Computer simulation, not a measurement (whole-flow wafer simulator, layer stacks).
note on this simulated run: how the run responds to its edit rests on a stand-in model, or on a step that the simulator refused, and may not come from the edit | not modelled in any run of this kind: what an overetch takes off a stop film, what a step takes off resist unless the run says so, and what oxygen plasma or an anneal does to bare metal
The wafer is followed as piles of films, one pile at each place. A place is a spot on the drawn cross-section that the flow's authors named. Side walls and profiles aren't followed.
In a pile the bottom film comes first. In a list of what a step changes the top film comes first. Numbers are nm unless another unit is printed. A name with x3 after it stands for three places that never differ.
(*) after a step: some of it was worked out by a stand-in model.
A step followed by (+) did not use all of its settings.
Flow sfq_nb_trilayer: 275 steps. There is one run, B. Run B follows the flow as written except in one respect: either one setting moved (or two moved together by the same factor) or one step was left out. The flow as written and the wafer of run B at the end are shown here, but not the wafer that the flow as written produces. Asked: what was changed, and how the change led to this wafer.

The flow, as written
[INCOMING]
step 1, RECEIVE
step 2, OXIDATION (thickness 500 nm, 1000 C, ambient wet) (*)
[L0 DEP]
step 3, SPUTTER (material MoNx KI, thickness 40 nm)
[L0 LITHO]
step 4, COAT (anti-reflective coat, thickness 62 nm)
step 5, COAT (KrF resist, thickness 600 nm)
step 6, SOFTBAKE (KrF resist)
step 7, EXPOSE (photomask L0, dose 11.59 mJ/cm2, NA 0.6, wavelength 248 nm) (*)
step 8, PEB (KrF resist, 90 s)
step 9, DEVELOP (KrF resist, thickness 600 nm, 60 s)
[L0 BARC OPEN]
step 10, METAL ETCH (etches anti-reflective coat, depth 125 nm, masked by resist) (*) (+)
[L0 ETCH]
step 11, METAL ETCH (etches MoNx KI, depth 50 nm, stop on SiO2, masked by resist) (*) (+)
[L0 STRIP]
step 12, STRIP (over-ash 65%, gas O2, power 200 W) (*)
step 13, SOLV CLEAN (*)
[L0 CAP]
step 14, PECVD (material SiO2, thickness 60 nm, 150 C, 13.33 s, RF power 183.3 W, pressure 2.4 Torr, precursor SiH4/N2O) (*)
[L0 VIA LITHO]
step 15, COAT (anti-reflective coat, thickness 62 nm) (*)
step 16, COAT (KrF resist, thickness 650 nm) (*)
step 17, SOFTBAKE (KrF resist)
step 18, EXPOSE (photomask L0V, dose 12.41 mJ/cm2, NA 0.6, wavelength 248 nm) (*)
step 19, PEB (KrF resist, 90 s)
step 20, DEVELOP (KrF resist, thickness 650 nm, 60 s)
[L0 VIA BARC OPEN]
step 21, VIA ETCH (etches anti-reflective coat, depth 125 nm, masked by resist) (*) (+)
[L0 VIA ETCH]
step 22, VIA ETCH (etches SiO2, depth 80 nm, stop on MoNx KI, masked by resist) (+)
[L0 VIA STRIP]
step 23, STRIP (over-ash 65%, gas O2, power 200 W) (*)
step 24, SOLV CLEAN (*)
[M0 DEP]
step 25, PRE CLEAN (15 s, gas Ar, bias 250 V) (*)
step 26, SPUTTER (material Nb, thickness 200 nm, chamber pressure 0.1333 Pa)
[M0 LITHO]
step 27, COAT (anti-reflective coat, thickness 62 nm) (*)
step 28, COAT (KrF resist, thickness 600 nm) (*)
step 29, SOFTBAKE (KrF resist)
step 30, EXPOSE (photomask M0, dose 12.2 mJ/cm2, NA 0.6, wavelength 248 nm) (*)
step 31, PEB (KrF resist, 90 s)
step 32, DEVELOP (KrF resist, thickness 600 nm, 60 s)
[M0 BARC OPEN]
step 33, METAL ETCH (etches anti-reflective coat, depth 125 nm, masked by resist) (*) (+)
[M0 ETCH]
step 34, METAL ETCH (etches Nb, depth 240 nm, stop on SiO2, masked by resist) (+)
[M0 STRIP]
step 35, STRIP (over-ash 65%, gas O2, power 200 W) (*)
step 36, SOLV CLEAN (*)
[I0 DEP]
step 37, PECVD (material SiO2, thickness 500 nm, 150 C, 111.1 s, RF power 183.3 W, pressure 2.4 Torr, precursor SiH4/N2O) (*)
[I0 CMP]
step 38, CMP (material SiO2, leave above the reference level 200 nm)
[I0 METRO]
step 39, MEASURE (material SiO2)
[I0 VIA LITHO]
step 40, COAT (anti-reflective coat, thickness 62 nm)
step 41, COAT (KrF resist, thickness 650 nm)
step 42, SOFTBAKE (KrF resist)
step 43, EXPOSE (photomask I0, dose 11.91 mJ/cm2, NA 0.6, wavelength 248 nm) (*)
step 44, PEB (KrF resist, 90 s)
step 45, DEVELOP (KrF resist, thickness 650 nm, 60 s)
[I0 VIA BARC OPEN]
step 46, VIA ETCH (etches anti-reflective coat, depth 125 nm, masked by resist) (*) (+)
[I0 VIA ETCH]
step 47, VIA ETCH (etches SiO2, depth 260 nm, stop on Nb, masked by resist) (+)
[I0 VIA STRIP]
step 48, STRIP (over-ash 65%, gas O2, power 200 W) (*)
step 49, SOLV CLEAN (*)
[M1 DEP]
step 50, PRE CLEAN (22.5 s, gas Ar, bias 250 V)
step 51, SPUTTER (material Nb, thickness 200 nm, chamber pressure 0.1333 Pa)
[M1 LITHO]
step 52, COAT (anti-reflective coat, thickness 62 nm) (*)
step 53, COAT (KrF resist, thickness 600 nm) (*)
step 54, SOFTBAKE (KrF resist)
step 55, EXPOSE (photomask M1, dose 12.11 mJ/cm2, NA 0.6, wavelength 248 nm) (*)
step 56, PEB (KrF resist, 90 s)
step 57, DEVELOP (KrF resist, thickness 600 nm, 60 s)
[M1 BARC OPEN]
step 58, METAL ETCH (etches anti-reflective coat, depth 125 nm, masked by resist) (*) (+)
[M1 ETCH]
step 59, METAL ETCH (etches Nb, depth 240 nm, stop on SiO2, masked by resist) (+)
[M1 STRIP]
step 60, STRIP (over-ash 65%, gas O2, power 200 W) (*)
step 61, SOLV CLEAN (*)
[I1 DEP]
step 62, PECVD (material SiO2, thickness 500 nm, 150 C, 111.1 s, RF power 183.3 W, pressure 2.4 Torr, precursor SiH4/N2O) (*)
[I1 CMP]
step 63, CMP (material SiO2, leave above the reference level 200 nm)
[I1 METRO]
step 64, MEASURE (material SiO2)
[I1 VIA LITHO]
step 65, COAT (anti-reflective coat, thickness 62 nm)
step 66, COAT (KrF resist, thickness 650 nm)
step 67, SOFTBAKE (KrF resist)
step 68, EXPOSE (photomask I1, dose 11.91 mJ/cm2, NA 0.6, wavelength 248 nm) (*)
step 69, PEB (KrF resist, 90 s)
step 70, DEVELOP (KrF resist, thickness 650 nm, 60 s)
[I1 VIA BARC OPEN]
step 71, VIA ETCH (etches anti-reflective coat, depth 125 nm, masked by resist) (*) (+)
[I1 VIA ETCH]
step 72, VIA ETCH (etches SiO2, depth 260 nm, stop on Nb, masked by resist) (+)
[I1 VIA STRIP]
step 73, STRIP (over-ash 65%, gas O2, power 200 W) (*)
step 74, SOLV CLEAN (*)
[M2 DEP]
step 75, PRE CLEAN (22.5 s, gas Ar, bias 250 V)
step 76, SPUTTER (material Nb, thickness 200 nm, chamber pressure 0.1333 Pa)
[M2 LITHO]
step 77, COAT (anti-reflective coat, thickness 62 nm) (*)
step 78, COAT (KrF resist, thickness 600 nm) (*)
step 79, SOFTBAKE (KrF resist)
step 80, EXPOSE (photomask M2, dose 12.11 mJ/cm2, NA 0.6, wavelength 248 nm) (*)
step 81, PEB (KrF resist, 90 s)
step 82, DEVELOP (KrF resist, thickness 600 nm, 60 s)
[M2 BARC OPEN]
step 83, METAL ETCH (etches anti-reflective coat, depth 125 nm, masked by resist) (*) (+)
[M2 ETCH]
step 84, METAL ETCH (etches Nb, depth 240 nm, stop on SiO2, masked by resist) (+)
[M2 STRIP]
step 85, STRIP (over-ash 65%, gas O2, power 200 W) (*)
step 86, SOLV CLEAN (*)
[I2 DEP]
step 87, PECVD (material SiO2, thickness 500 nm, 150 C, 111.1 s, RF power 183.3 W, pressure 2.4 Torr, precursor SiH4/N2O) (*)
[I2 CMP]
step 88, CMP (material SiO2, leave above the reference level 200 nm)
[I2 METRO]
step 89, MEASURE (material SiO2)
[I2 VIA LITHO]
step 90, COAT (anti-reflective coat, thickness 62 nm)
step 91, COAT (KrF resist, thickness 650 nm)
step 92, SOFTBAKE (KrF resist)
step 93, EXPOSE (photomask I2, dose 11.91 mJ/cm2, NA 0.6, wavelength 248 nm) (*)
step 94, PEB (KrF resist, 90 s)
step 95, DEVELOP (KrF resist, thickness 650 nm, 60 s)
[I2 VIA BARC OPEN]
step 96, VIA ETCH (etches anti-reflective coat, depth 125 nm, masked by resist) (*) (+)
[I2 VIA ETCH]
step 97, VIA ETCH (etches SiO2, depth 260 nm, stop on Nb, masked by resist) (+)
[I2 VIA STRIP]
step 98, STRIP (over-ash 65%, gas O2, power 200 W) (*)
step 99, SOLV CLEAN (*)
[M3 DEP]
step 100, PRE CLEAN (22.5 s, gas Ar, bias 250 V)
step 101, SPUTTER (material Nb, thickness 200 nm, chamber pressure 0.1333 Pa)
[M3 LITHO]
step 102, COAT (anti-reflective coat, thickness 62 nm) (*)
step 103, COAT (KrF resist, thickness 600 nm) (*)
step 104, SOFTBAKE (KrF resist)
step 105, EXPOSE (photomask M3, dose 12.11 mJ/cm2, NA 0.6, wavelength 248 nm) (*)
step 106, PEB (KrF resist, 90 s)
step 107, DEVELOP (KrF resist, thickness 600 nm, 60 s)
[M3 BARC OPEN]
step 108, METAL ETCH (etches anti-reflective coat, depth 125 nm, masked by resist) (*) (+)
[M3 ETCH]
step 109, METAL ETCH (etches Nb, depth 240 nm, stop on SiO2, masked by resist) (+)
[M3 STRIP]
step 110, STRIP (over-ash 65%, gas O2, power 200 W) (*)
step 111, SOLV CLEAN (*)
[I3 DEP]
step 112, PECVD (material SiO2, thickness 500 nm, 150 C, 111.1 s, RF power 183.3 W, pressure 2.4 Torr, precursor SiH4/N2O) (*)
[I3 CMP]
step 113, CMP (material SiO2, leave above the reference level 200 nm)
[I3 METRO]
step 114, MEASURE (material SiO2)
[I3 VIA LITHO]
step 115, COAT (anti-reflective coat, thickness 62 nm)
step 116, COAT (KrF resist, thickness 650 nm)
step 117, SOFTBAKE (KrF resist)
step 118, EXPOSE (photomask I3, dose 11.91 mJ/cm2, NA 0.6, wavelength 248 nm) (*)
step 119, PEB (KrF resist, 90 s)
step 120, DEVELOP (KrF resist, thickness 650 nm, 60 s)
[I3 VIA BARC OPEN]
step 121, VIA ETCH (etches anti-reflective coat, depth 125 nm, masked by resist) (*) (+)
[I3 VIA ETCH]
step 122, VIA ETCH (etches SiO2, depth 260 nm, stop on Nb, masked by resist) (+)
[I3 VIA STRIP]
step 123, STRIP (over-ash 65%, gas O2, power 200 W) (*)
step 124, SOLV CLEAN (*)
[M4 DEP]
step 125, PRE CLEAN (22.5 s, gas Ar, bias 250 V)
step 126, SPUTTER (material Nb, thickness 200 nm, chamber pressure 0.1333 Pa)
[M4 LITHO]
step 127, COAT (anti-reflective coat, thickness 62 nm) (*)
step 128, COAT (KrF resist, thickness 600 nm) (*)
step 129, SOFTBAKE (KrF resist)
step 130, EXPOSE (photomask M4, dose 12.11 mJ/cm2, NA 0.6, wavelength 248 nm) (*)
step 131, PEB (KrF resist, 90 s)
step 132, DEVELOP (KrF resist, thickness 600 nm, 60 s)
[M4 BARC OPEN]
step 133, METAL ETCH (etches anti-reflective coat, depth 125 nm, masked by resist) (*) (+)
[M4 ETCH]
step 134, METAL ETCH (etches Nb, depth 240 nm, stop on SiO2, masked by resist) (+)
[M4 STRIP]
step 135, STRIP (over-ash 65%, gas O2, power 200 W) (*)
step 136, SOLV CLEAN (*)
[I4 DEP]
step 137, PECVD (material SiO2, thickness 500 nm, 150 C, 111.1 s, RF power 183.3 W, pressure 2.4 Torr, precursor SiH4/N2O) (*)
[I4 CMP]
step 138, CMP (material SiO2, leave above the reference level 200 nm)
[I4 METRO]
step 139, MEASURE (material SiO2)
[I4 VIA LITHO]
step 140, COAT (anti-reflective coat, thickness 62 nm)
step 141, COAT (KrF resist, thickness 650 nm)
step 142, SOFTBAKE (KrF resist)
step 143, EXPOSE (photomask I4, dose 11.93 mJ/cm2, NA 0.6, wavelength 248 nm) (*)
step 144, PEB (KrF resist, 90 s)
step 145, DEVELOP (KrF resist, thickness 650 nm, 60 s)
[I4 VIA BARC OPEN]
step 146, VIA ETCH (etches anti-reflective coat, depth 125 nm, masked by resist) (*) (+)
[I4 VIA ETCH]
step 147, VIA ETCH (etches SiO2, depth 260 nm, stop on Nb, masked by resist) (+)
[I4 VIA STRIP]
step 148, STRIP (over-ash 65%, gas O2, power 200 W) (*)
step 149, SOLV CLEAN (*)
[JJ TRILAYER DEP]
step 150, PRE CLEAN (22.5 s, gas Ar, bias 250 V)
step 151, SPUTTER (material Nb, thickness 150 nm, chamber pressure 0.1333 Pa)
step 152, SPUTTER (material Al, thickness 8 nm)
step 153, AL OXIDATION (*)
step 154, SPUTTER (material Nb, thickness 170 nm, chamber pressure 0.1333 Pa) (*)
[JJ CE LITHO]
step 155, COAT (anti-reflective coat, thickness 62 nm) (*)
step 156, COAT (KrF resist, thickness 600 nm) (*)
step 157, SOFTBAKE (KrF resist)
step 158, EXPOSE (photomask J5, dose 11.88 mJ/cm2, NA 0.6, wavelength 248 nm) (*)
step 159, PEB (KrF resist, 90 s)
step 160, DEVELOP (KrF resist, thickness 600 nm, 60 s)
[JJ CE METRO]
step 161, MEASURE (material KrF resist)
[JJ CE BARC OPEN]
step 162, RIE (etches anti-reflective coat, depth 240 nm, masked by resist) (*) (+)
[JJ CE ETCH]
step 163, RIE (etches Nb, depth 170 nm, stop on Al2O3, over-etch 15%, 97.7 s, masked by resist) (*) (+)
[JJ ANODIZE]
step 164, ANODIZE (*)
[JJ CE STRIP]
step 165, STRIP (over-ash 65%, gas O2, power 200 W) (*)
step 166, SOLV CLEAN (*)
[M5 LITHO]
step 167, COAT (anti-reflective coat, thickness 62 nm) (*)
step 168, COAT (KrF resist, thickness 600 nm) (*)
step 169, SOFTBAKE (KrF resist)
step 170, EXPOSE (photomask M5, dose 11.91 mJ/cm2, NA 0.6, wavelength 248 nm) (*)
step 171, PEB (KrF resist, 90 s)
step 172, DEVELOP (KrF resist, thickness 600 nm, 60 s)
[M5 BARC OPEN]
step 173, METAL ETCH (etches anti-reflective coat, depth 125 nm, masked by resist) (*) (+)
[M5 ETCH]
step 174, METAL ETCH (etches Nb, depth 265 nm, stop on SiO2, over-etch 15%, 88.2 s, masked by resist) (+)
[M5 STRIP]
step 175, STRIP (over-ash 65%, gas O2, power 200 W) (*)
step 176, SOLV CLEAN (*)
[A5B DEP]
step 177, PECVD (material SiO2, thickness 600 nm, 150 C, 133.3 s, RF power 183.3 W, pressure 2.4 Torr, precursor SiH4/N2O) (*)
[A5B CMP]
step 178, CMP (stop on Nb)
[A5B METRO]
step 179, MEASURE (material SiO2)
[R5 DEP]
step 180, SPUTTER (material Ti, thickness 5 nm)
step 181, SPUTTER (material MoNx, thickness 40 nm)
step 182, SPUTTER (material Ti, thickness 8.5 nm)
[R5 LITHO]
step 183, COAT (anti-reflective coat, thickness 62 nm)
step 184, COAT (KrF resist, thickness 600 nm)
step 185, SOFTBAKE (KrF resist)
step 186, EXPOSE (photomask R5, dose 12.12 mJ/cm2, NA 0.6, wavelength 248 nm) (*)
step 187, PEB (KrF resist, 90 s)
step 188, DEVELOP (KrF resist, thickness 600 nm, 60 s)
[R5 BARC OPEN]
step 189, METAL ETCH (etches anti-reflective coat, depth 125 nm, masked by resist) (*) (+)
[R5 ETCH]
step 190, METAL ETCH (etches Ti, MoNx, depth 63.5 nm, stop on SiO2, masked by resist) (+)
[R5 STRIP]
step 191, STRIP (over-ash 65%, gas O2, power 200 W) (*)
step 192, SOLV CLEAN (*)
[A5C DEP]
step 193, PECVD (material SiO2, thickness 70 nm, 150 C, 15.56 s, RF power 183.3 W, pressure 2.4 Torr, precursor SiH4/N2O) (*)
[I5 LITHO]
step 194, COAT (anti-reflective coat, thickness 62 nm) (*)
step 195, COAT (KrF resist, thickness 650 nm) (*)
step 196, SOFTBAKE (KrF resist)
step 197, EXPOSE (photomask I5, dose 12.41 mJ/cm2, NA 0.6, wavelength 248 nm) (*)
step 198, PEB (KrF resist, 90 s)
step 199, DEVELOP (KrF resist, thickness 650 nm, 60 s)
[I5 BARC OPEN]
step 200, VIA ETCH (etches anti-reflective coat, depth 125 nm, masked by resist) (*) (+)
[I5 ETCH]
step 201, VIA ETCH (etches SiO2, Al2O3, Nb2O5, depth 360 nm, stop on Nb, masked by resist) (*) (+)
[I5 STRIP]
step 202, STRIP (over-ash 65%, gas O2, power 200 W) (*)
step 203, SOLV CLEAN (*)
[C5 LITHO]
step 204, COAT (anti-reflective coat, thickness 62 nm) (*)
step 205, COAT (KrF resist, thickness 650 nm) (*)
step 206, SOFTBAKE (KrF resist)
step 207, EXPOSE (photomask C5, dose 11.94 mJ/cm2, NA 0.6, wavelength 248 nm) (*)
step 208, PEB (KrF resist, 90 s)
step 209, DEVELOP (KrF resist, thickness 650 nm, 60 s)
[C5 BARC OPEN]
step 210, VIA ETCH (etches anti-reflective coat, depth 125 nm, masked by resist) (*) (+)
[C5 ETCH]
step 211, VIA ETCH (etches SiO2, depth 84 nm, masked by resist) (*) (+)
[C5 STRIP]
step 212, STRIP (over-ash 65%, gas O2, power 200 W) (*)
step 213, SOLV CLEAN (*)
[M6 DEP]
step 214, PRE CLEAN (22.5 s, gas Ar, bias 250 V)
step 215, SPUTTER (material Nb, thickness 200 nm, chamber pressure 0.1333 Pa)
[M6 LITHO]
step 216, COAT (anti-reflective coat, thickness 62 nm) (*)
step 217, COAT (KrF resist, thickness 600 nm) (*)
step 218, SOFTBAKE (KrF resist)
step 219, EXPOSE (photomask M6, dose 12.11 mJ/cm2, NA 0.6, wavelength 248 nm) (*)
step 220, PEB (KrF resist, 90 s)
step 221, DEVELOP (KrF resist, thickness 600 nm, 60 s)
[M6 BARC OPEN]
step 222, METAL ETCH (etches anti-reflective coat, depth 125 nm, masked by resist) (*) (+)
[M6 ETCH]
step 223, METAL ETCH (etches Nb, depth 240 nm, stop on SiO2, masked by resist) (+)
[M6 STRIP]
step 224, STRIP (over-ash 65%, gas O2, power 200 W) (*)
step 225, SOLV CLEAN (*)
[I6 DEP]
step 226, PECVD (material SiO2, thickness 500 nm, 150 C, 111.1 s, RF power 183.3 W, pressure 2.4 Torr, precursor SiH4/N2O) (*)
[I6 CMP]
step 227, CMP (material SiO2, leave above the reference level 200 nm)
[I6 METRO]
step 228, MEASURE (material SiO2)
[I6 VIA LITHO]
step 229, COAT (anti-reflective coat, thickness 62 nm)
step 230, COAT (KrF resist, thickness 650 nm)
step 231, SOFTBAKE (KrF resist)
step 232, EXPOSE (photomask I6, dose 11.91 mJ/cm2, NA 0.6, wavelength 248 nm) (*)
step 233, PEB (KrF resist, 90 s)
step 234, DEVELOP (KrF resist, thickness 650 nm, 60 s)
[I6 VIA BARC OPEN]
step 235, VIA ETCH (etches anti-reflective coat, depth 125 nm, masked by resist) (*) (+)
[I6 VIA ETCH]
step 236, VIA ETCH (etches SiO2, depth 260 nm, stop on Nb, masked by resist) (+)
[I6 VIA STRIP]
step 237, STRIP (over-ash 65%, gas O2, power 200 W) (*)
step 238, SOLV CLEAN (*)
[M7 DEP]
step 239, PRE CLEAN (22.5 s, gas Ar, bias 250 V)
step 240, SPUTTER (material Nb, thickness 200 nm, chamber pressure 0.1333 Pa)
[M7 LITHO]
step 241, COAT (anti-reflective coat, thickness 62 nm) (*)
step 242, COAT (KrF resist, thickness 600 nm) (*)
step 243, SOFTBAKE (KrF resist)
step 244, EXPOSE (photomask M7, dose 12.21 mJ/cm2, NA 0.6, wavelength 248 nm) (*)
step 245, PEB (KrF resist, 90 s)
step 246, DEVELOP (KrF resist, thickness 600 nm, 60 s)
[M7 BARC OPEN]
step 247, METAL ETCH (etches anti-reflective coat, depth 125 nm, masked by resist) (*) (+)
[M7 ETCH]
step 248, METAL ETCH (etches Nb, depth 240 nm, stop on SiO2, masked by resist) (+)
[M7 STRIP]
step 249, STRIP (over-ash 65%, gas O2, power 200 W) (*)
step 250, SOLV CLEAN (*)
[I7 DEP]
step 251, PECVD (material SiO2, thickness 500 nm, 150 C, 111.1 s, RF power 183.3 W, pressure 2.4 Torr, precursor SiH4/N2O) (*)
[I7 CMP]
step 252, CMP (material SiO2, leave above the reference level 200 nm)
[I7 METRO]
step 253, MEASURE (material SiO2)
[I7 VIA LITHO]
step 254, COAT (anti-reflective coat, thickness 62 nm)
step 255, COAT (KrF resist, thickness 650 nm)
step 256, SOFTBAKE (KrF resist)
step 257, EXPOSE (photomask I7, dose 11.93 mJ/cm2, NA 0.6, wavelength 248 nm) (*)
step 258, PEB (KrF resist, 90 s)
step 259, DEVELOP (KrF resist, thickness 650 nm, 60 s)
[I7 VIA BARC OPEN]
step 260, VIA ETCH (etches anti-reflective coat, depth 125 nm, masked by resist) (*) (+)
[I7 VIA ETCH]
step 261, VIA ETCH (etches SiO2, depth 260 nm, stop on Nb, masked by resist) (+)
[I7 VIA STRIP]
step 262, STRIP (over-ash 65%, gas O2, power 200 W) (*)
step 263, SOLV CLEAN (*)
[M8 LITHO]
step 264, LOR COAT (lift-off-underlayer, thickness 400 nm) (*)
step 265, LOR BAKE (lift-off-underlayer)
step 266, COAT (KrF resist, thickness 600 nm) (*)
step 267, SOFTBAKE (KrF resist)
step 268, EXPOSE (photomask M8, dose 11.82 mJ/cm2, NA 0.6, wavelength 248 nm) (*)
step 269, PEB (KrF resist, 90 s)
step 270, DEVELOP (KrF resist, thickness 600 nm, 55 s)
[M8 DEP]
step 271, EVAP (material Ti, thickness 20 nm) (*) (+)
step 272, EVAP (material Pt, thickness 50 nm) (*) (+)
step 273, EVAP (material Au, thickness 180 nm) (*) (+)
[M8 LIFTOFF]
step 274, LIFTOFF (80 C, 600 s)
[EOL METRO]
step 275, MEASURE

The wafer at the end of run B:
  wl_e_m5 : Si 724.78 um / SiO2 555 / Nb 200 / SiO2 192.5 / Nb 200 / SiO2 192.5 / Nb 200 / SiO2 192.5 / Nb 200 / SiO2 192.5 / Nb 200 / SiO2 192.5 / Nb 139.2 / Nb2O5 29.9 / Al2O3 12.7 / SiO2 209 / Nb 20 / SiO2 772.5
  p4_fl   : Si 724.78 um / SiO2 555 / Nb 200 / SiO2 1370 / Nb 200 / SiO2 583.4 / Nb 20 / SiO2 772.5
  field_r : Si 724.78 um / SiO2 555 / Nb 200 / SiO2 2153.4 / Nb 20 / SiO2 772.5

The reason: step 223, METAL ETCH: depth 180 nm was run, though the flow has depth 240 nm.

The path from the change to this, step by step:
  step 223, METAL ETCH (etches Nb, depth 240 nm, stop on SiO2, masked by resist) (+)
      field_l, gap, moat and 76 more: -180 Nb (it would be, as written: -200 Nb (all of it))
      v_sur, via_wl, via_w and 24 more: -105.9 KrF resist (it would be, as written: -141.2 KrF resist)
  step 224, STRIP (over-ash 65%, gas O2, power 200 W) (*)
      wl_j_sl, wl_j_sr: -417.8 KrF resist (all of it), -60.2 anti-reflective coat (all of it) (it would be, as written: -382.5 KrF resist (all of it), -60.2 anti-reflective coat (all of it))
      wl_c_m6, wl_f_m6: -417.6 KrF resist (all of it), -62 anti-reflective coat (all of it) (it would be, as written: -382.3 KrF resist (all of it), -62 anti-reflective coat (all of it))
      (as well as at 23 more places)
  step 226, PECVD (material SiO2, thickness 500 nm, 150 C, 111.1 s, RF power 183.3 W, pressure 2.4 Torr, precursor SiH4/N2O) (*)
      field_l, p4_fl, p4_fm and 62 more: +500 SiO2 (new film) (it would be, as written: +500 SiO2)
      moat, field_r, lsp_l, ln_m5, lsp_m: +494.2 SiO2 (new film) (it would be, as written: +493.6 SiO2)
      (as well as at 9 more places)
  step 227, CMP (material SiO2, leave above the reference level 200 nm)
      field_l, p4_fl, p4_fm and 59 more: -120 SiO2 (it would be, as written: -100 SiO2)
      moat, field_r, lsp_l, ln_m5, lsp_m: -114.2 SiO2 (it would be, as written: -93.6 SiO2)
      (as well as at 8 more places)
Taking metal films that touch as one body, wl_e_m5 has 7 bodies (between them, from the top down: SiO2 209 / Al2O3 12.7 / Nb2O5 29.9; SiO2 192.5; SiO2 192.5; SiO2 192.5; SiO2 192.5; SiO2 192.5); the flow as written gives 6 bodies (between them, from the top down: SiO2 192.5; SiO2 192.5; SiO2 192.5; SiO2 192.5; SiO2 192.5).
Taking metal films that touch as one body, p4_fl has 3 bodies (between them, from the top down: SiO2 583.4; SiO2 1370); the flow as written gives 2 bodies (between them, from the top down: SiO2 1370).
Taking metal films that touch as one body, field_r has 2 bodies (between them, from the top down: SiO2 2153.4); the flow as written gives 1 body.
